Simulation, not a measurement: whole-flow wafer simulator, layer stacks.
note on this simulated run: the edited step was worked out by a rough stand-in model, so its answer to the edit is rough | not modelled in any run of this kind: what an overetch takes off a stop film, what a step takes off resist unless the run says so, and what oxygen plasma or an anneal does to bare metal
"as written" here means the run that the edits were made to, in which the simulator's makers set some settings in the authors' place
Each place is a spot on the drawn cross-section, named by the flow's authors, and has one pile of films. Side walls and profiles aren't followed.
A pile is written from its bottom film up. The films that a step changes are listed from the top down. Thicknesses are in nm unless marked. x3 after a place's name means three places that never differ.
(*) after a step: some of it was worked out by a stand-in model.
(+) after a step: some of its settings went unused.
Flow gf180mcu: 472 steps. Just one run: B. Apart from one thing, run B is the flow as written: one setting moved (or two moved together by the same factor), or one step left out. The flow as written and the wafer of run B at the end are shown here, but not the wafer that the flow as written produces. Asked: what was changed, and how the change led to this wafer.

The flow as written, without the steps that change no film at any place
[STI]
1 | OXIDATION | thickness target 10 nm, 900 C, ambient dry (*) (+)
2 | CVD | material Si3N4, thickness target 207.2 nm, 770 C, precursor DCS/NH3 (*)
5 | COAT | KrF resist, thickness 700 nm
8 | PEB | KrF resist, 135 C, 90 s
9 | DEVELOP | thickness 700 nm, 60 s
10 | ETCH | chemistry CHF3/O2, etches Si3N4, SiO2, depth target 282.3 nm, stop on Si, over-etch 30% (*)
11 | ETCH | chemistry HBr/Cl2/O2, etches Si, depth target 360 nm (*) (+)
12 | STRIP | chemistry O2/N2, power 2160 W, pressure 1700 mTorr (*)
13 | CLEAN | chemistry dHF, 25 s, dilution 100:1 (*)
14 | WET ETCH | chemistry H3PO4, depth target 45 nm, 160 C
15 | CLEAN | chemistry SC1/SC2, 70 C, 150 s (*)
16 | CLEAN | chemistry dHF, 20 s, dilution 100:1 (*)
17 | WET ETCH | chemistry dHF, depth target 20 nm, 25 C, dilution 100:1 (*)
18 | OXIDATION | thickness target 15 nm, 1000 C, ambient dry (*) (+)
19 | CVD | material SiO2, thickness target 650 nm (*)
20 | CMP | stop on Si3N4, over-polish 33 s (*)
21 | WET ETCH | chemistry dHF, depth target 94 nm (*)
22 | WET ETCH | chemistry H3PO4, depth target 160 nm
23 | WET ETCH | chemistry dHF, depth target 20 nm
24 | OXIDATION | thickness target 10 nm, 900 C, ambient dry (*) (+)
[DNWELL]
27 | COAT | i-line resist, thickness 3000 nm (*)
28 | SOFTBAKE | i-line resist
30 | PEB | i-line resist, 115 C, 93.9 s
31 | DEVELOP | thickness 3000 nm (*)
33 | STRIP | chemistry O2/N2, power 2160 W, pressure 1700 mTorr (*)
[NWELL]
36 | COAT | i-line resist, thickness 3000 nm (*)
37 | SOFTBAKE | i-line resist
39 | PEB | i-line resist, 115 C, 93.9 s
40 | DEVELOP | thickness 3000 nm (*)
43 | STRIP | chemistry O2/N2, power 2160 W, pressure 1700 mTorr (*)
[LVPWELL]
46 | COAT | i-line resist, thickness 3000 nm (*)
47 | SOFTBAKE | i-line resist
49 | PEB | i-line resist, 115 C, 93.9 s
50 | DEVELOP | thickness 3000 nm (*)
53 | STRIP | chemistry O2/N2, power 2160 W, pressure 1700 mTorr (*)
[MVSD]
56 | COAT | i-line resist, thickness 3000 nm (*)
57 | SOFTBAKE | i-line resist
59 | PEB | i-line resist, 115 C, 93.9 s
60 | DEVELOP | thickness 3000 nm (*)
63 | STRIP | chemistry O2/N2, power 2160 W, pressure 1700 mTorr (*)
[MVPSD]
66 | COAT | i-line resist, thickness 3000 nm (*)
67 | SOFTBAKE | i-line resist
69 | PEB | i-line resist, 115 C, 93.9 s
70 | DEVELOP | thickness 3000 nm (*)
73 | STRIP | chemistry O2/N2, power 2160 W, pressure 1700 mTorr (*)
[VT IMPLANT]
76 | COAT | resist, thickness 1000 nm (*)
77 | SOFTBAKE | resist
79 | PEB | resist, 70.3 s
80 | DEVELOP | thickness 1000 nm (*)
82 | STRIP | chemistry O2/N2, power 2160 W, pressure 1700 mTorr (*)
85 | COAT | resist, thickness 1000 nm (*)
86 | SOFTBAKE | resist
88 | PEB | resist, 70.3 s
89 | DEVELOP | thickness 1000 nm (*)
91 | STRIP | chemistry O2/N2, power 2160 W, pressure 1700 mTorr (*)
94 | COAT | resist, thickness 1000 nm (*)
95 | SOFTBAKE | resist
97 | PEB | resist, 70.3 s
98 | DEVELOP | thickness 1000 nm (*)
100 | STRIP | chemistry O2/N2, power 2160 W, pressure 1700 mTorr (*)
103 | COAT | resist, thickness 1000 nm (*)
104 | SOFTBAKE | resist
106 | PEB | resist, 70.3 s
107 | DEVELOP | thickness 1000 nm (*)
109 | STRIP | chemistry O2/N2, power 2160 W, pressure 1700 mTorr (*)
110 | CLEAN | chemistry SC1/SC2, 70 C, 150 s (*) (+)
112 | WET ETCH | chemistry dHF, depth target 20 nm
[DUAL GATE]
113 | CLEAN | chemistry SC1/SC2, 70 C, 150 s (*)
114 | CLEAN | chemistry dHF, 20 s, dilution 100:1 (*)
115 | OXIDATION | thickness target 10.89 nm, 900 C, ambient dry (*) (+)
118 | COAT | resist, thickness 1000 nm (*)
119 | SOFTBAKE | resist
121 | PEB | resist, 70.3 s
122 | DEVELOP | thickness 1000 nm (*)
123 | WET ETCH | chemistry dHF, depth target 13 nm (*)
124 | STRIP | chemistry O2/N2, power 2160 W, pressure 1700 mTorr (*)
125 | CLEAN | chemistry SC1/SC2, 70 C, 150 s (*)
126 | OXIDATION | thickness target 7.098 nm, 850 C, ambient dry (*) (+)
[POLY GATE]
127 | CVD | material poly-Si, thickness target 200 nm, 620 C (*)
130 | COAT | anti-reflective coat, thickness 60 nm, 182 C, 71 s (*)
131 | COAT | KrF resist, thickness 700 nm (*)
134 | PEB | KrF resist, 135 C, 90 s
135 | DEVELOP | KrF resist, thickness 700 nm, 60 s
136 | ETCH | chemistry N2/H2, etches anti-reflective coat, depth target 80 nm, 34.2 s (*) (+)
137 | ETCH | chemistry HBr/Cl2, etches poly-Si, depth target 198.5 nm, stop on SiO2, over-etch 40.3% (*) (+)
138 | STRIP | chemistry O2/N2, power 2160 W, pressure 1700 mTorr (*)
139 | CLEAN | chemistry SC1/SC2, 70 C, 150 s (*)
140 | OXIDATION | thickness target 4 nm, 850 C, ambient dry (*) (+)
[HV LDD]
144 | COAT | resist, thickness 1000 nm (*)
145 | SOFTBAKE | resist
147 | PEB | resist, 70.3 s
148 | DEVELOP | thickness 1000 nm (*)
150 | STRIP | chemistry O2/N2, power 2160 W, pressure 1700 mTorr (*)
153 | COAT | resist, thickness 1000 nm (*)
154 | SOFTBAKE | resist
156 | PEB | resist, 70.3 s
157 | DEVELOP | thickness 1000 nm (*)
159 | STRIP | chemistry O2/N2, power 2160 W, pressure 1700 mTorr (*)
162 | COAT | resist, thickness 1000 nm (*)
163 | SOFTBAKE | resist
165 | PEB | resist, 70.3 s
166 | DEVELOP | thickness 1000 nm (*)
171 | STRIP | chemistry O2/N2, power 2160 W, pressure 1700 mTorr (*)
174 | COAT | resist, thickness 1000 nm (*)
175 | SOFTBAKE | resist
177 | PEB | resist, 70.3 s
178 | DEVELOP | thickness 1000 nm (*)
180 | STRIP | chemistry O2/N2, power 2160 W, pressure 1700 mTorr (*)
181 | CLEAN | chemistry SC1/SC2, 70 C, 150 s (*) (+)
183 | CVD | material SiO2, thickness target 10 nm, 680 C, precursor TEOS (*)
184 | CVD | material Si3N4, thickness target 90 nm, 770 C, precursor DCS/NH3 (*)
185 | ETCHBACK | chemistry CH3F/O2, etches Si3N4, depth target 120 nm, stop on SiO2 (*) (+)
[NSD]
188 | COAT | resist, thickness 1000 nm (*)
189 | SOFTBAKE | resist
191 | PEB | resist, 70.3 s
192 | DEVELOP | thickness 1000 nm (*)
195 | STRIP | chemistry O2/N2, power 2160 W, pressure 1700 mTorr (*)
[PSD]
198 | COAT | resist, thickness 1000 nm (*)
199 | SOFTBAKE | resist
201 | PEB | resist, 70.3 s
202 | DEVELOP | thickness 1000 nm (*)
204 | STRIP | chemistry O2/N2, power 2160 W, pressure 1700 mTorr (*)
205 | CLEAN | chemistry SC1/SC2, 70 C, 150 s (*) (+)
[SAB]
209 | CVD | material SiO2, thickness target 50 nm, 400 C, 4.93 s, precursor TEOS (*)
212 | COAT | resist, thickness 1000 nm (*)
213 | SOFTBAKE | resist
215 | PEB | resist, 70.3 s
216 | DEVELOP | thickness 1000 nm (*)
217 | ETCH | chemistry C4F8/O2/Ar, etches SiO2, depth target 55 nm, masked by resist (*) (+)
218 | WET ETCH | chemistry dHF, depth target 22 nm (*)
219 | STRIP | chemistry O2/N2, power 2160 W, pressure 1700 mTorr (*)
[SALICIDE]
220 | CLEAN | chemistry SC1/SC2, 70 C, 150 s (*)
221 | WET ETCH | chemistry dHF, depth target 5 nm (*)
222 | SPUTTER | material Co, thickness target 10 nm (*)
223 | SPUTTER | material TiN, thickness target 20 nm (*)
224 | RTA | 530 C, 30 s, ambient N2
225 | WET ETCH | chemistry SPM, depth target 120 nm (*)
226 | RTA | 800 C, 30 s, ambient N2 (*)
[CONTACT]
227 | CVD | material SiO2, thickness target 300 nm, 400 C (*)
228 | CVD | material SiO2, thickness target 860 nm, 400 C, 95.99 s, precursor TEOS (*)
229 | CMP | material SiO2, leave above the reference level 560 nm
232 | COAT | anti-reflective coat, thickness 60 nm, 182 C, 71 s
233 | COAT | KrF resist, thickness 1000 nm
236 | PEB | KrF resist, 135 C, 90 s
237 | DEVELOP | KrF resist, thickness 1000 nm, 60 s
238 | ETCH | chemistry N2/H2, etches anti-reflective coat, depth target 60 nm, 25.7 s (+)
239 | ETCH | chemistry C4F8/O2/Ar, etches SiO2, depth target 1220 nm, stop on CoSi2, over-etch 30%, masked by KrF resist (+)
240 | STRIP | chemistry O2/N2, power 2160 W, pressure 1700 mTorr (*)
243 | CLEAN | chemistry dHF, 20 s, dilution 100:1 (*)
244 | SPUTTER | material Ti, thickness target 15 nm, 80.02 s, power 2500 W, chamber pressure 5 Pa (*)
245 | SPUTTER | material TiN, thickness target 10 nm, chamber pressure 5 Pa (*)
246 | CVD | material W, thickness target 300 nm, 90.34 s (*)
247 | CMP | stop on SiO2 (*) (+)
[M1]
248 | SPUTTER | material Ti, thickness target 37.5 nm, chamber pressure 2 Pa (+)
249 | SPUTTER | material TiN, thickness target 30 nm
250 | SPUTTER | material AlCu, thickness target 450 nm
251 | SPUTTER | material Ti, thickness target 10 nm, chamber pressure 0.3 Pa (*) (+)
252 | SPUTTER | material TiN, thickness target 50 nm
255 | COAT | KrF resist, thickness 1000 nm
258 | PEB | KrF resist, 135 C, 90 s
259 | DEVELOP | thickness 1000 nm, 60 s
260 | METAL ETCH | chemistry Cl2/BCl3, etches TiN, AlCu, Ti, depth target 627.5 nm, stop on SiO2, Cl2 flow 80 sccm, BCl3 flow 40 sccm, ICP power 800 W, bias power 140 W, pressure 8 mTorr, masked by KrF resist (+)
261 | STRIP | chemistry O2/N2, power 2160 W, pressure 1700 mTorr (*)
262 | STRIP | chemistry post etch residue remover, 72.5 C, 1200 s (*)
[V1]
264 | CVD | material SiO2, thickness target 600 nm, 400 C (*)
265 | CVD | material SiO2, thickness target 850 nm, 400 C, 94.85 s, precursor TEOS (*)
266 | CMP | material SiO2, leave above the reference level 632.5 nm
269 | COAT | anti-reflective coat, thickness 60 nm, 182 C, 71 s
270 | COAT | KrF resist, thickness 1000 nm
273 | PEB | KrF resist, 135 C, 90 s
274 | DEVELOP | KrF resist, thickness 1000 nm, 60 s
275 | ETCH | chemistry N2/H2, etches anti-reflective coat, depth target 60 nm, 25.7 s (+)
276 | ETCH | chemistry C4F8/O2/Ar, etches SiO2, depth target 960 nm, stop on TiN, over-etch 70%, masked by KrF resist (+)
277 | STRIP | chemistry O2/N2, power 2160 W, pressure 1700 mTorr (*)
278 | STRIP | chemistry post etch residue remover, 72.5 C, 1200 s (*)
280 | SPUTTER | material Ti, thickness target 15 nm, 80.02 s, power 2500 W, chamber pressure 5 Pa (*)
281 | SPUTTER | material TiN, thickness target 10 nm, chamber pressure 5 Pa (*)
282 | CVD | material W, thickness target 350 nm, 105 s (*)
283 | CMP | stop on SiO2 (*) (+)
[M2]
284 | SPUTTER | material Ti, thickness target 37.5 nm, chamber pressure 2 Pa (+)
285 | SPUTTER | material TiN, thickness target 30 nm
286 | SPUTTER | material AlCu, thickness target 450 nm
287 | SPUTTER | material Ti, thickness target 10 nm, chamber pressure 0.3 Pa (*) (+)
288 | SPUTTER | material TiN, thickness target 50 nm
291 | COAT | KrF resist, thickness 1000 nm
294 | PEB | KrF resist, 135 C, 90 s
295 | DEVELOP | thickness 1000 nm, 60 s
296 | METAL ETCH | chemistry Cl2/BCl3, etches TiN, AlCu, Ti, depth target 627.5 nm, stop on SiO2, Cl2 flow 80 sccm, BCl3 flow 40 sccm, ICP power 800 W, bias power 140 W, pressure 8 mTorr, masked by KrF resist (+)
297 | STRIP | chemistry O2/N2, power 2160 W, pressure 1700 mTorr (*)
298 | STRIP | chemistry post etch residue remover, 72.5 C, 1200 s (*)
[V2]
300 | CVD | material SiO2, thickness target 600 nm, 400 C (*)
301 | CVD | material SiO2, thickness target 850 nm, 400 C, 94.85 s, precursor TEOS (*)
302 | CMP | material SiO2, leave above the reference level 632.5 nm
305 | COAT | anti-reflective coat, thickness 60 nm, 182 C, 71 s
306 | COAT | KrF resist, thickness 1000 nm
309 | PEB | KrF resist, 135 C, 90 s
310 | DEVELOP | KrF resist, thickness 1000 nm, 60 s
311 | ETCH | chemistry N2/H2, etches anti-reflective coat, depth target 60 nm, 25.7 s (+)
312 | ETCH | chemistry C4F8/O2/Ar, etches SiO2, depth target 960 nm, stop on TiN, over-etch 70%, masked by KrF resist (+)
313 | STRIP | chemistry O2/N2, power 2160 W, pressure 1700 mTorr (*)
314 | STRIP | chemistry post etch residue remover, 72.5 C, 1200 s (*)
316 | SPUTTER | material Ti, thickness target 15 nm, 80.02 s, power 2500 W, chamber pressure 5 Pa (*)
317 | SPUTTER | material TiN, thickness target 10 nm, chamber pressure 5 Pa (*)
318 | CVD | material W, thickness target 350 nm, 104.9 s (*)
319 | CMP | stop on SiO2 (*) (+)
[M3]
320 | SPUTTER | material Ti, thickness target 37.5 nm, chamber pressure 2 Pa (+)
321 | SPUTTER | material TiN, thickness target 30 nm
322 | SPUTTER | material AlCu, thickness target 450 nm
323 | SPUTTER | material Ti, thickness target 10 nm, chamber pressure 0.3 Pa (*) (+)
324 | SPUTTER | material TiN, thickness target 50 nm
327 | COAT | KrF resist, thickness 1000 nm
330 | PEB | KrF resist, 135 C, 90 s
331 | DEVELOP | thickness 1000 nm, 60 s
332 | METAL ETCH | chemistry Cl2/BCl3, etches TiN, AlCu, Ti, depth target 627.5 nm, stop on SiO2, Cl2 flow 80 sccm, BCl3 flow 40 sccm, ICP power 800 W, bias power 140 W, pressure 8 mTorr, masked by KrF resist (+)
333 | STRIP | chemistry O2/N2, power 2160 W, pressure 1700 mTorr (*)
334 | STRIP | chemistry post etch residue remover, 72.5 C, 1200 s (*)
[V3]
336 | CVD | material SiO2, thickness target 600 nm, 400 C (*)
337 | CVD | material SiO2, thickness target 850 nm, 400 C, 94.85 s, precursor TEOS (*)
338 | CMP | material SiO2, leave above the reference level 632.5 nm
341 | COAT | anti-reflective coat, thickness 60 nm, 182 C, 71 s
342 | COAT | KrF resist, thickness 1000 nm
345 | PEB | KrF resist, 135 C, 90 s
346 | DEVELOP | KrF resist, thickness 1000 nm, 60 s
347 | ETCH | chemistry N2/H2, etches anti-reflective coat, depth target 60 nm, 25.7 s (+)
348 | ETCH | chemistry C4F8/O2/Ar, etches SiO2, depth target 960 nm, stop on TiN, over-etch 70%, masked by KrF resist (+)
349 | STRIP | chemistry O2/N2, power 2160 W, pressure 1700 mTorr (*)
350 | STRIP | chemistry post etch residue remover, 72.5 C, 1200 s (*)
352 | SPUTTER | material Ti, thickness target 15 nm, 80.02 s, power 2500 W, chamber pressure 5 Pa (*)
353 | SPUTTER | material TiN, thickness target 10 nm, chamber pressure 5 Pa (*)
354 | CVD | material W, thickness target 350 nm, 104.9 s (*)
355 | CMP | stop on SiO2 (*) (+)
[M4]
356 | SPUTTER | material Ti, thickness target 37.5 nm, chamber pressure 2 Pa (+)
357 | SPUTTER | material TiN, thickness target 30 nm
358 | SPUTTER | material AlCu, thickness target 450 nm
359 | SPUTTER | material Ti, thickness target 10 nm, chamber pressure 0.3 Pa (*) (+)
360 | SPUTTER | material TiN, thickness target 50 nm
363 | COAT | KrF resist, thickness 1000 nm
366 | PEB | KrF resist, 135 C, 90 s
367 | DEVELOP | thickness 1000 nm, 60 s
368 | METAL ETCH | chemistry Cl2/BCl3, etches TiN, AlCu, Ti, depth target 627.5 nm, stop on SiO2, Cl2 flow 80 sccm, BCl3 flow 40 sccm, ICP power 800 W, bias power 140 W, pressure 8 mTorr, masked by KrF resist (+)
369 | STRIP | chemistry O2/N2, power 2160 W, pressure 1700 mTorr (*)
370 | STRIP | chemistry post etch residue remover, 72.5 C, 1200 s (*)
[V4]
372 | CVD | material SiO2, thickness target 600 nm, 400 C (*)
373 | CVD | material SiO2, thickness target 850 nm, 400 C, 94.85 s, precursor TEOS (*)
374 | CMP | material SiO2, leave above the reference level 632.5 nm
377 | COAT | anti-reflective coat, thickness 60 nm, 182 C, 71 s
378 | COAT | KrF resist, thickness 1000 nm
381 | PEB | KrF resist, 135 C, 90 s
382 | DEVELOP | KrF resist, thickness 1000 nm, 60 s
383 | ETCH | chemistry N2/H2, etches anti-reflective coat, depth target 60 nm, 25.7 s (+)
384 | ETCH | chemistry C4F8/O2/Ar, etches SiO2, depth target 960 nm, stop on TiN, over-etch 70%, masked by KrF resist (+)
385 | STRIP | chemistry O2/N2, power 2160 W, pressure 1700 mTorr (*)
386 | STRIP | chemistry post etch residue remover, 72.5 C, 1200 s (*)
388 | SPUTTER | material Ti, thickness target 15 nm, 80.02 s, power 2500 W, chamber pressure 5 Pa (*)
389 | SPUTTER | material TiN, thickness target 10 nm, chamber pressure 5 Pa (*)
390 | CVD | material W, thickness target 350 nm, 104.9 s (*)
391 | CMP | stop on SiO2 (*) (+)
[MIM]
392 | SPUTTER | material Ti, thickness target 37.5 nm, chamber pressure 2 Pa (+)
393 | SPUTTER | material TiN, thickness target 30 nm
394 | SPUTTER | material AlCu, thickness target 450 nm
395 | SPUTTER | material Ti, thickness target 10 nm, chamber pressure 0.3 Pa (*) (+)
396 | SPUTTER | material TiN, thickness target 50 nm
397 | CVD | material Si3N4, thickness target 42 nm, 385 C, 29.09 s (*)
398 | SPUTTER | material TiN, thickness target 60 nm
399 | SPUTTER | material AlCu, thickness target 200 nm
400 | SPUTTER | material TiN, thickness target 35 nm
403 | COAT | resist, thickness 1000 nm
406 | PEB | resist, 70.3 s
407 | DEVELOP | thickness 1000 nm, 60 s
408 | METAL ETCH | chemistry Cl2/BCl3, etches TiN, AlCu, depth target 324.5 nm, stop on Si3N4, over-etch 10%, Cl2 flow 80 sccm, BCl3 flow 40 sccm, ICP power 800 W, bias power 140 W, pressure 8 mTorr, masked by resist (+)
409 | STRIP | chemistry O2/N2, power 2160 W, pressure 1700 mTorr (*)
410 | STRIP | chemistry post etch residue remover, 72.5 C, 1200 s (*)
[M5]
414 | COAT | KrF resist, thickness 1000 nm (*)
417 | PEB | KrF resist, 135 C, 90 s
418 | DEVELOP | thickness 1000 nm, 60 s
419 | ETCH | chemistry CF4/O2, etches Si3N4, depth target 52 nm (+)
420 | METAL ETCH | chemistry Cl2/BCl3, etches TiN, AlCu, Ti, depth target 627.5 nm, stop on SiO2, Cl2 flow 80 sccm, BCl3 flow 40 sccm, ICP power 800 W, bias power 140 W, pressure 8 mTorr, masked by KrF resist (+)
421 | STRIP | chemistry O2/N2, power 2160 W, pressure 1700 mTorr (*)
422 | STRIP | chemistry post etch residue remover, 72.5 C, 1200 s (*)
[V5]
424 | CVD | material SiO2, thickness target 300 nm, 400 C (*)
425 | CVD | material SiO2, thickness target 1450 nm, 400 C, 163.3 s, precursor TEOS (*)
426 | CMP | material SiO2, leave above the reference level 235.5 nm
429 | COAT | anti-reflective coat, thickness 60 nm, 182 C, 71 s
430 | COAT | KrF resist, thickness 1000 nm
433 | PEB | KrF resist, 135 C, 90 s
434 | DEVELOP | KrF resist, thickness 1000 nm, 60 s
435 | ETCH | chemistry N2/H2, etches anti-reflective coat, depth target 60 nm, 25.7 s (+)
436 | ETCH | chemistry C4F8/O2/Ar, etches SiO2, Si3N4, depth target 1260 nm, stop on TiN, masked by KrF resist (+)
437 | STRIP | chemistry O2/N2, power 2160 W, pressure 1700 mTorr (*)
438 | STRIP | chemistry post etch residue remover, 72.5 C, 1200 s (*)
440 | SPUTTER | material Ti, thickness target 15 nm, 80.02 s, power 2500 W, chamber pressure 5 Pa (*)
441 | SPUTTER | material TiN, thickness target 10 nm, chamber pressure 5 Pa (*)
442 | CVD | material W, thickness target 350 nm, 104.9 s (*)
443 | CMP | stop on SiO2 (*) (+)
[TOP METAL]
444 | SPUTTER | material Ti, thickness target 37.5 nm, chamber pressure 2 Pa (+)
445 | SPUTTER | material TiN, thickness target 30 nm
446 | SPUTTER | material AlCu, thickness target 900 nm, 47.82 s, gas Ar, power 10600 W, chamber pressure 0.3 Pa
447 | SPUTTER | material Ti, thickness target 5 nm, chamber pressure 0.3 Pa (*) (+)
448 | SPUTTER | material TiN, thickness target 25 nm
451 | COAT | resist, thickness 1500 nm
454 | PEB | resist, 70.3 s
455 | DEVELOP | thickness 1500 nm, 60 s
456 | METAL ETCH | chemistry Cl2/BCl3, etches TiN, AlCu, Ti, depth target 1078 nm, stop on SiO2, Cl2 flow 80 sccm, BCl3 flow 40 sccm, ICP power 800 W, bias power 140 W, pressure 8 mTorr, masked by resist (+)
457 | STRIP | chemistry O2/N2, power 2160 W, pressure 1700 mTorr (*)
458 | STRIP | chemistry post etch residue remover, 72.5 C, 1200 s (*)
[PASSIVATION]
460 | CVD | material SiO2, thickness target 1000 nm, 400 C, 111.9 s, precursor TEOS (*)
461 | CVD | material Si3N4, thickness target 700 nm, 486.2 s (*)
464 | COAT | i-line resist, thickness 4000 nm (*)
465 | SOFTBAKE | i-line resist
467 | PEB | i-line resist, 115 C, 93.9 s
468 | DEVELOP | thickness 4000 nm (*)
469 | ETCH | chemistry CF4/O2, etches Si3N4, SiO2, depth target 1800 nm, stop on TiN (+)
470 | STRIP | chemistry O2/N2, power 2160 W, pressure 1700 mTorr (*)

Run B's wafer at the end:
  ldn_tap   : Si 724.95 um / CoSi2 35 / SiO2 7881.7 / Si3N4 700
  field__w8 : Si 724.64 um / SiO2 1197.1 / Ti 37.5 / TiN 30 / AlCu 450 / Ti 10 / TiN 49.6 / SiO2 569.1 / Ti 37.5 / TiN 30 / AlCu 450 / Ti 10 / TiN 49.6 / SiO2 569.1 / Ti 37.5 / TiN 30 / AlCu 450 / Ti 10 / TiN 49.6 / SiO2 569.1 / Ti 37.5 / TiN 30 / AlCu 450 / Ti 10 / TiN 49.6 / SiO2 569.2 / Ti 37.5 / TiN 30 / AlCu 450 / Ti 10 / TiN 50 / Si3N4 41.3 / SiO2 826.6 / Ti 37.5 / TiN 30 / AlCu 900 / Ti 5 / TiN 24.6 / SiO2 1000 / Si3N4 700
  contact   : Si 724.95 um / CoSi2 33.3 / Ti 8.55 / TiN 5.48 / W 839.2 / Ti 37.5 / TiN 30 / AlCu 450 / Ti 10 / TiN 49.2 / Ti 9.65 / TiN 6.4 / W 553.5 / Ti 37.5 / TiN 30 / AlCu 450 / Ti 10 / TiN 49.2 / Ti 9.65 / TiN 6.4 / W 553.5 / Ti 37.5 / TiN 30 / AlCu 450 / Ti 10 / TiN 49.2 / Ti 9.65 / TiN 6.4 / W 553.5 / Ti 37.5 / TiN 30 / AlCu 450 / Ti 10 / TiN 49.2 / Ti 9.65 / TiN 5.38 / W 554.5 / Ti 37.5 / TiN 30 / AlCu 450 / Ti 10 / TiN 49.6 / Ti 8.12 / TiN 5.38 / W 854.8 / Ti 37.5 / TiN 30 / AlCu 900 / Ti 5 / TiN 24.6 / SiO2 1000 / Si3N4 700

What caused this: step 389, SPUTTER: thickness target 8.4 nm was run, while the flow as written has thickness target 10 nm.

How this came from the change, step by step:
  389 | SPUTTER | material TiN, thickness target 10 nm, chamber pressure 5 Pa (*)
      field, field__w1, field__w2 and 107 more: +8.4 TiN (new film) (in the flow as written it would be: +10 TiN (new film))
      contact: +5.38 TiN (new film) (in the flow as written it would be: +6.4 TiN (new film))
  391 | CMP | stop on SiO2 (*) (+)
      field, field__w1, field__w2 and 107 more: -350 W (all of it), -8.4 TiN (all of it), -15 Ti (all of it), -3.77 SiO2 (in the flow as written it would be: -350 W (all of it), -10 TiN (all of it), -15 Ti (all of it), -3.78 SiO2)
